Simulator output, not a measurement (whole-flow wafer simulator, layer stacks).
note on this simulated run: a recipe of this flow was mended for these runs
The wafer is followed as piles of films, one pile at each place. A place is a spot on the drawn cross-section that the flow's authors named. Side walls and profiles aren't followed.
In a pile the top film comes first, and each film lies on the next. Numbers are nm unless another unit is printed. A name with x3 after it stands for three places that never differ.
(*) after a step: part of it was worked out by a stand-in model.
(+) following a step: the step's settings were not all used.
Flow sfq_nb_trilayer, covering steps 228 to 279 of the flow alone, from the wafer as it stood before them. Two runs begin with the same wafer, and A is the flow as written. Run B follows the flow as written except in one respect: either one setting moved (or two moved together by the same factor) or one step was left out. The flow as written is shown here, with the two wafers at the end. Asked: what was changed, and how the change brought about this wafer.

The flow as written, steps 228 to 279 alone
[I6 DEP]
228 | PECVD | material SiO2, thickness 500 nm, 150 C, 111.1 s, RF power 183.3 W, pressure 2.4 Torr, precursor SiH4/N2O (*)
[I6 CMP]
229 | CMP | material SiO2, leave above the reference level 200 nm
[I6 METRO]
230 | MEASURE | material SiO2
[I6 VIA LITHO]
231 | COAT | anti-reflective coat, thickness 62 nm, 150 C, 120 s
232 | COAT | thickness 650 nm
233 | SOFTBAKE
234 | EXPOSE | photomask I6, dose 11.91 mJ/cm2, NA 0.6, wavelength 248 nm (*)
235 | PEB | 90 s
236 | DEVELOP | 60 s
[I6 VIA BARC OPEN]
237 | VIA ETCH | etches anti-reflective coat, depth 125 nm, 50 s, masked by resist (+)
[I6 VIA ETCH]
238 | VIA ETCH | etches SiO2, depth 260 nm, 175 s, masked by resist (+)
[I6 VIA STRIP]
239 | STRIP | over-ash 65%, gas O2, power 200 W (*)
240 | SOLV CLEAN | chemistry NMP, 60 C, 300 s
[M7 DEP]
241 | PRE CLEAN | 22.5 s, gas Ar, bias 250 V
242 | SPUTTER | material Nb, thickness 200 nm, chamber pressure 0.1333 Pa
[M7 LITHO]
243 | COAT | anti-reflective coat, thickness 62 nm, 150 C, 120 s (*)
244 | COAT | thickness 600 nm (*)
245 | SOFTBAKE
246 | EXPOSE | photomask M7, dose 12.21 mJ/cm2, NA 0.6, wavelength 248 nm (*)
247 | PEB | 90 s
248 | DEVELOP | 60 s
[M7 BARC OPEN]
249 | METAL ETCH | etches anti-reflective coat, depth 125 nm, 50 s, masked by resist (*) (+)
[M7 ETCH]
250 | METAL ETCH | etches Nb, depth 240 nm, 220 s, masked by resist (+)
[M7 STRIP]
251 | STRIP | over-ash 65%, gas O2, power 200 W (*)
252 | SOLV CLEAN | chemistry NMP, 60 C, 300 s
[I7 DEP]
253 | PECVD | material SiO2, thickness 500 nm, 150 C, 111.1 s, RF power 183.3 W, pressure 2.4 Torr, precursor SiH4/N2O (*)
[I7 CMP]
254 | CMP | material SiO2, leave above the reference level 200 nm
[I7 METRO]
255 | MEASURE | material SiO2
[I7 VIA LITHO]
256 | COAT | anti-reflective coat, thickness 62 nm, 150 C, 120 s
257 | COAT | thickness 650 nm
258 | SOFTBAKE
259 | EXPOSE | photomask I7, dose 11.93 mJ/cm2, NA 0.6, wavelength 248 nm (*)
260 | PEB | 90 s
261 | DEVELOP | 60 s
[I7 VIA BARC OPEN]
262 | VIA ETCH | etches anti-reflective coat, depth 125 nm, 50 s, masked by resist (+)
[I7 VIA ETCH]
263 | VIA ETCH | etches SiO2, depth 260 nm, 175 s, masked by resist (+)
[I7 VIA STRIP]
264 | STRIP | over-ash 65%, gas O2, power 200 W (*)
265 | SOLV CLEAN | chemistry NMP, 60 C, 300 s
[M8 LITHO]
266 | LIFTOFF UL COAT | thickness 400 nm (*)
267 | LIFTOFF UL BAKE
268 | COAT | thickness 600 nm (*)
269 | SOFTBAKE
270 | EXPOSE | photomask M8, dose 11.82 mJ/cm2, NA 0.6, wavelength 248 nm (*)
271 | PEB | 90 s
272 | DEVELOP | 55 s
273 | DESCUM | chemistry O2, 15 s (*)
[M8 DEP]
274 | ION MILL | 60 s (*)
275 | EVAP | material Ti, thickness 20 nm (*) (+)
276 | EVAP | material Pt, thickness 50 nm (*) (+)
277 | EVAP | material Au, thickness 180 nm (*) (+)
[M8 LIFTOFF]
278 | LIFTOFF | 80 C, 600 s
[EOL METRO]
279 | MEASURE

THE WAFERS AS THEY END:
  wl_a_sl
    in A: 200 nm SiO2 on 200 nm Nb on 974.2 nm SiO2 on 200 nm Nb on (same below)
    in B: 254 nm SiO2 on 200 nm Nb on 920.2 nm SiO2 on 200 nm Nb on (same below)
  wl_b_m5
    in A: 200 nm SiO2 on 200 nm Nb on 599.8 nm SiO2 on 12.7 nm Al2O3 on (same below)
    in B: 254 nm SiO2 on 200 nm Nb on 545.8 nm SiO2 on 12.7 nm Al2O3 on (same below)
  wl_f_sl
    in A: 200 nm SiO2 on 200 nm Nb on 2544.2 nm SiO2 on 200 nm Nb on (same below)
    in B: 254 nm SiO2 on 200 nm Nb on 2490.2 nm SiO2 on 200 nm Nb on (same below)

The reason: step 228, PECVD: thickness 350 nm was run, while the flow as written has thickness 500 nm; step 228, PECVD: 77.78 s was run, where the flow has 111.1 s.

The path from the change to this, step by step:
  228 | PECVD | material SiO2, thickness 500 nm, 150 C, 111.1 s, RF power 183.3 W, pressure 2.4 Torr, precursor SiH4/N2O (*)
      field_l, p4_fl, p4_fm and 62 more: A SiO2 gains 500 | B SiO2 gains 350
      v_sur, via_wl, via_w and 21 more: A SiO2 gains 500 (new film) | B SiO2 gains 350 (new film)
      (also at 17 further places)
  229 | CMP | material SiO2, leave above the reference level 200 nm
      field_l, p4_fl, p4_fm and 59 more: A SiO2 loses 96 | B nothing
      moat, field_r, lsp_l, ln_m5, lsp_m: A SiO2 loses 89.5 | B nothing
      (also at 39 further places)
  231 | COAT | anti-reflective coat, thickness 62 nm, 150 C, 120 s
      lsp_l, p4_w1, m5r_line_l, m5r_line_r: A anti-reflective coat gains 62 (new film) | B anti-reflective coat gains 60.6 (new film)
      m0r_line_l, m0r_line_r, m7r_line_l, m7r_line_r: A anti-reflective coat gains 62 (new film) | B anti-reflective coat gains 70.9 (new film)
      (also at 74 further places)
  232 | COAT | thickness 650 nm
      via_wl, ln_m6: A KrF-resist-other-grade gains 650 (new film) | B KrF-resist-other-grade gains 636.9 (new film)
      via_w: A KrF-resist-other-grade gains 650 (new film) | B KrF-resist-other-grade gains 635.3 (new film)
      (also at 13 further places)
  236 | DEVELOP | 60 s
      via_v: A KrF-resist-other-grade loses 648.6 (all of it) | B KrF-resist-other-grade loses 624 (all of it)
  237 | VIA ETCH | etches anti-reflective coat, depth 125 nm, 50 s, masked by resist (+)
      via_v: A anti-reflective coat loses 62 (all of it), SiO2 loses 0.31 | B anti-reflective coat loses 66.8 (all of it), SiO2 loses 0.29
  239 | STRIP | over-ash 65%, gas O2, power 200 W (*)
      m0r_line_l, m0r_line_r, m7r_line_l, m7r_line_r: A KrF-resist-other-grade loses 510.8 (all of it), anti-reflective coat loses 62 (all of it) | B KrF-resist-other-grade loses 517.7 (all of it), anti-reflective coat loses 70.9 (all of it)
      m0r_space_l, m0r_space_r, m7r_space_l, m7r_space_r: A KrF-resist-other-grade loses 510.8 (all of it), anti-reflective coat loses 62 (all of it) | B KrF-resist-other-grade loses 512.4 (all of it), anti-reflective coat loses 77.3 (all of it)
      (also at 78 further places)
  242 | SPUTTER | material Nb, thickness 200 nm, chamber pressure 0.1333 Pa
      be: A Nb gains 200 (new film) | B Nb gains 145.8 (new film)
      gap: A Nb gains 200 (new film) | B Nb gains 189.7 (new film)
  243 | COAT | anti-reflective coat, thickness 62 nm, 150 C, 120 s (*)
      m0r_line_l, m0r_line_r, m7r_line_l, m7r_line_r: A anti-reflective coat gains 62 (new film) | B anti-reflective coat gains 69.3 (new film)
      m0r_space_l, m0r_space_r, m7r_space_l, m7r_space_r: A anti-reflective coat gains 62 (new film) | B anti-reflective coat gains 75.2 (new film)
      (also at 71 further places)
  244 | COAT | thickness 600 nm (*)
      via_w: A KrF-resist-other-grade gains 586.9 (new film) | B KrF-resist-other-grade gains 571.9 (new film)
      via_wr: A KrF-resist-other-grade gains 583.7 (new film) | B KrF-resist-other-grade gains 567.6 (new film)
      (also at 15 further places)
  248 | DEVELOP | 60 s
      field_r: A KrF-resist-other-grade loses 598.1 (all of it) | B KrF-resist-other-grade loses 611.6 (all of it)
      lsp_l: A KrF-resist-other-grade loses 598.1 (all of it) | B KrF-resist-other-grade loses 613.1 (all of it)
      (also at 1 further place)
  249 | METAL ETCH | etches anti-reflective coat, depth 125 nm, 50 s, masked by resist (*) (+)
      m0r_space_l, m0r_space_r, m7r_space_l, m7r_space_r: A anti-reflective coat loses 62 (all of it) | B anti-reflective coat loses 75.2 (all of it)
      p3_s1, m5r_line_l, m5r_line_r: A anti-reflective coat loses 62 (all of it) | B anti-reflective coat loses 60.5 (all of it)
      (also at 38 further places)
  251 | STRIP | over-ash 65%, gas O2, power 200 W (*)
      m7r_line_l, m7r_line_r: A KrF-resist-other-grade loses 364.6 (all of it), anti-reflective coat loses 62 (all of it) | B KrF-resist-other-grade loses 370.7 (all of it), anti-reflective coat loses 69.3 (all of it)
      v_sur: A KrF-resist-other-grade loses 360.6 (all of it), anti-reflective coat loses 64.6 (all of it) | B KrF-resist-other-grade loses 355.5 (all of it), anti-reflective coat loses 43.5 (all of it)
      (also at 38 further places)
  253 | PECVD | material SiO2, thickness 500 nm, 150 C, 111.1 s, RF power 183.3 W, pressure 2.4 Torr, precursor SiH4/N2O (*)
      be: A SiO2 gains 500 (new film) | B SiO2 gains 676.4 (new film)
  254 | CMP | material SiO2, leave above the reference level 200 nm
      field_l, p4_fl, p4_fm and 48 more: A SiO2 loses 96 | B SiO2 loses 42
      wl_a_sl, wl_a_sr, wl_b_sl and 9 more: A SiO2 loses 300 | B SiO2 loses 246
      (also at 12 further places)
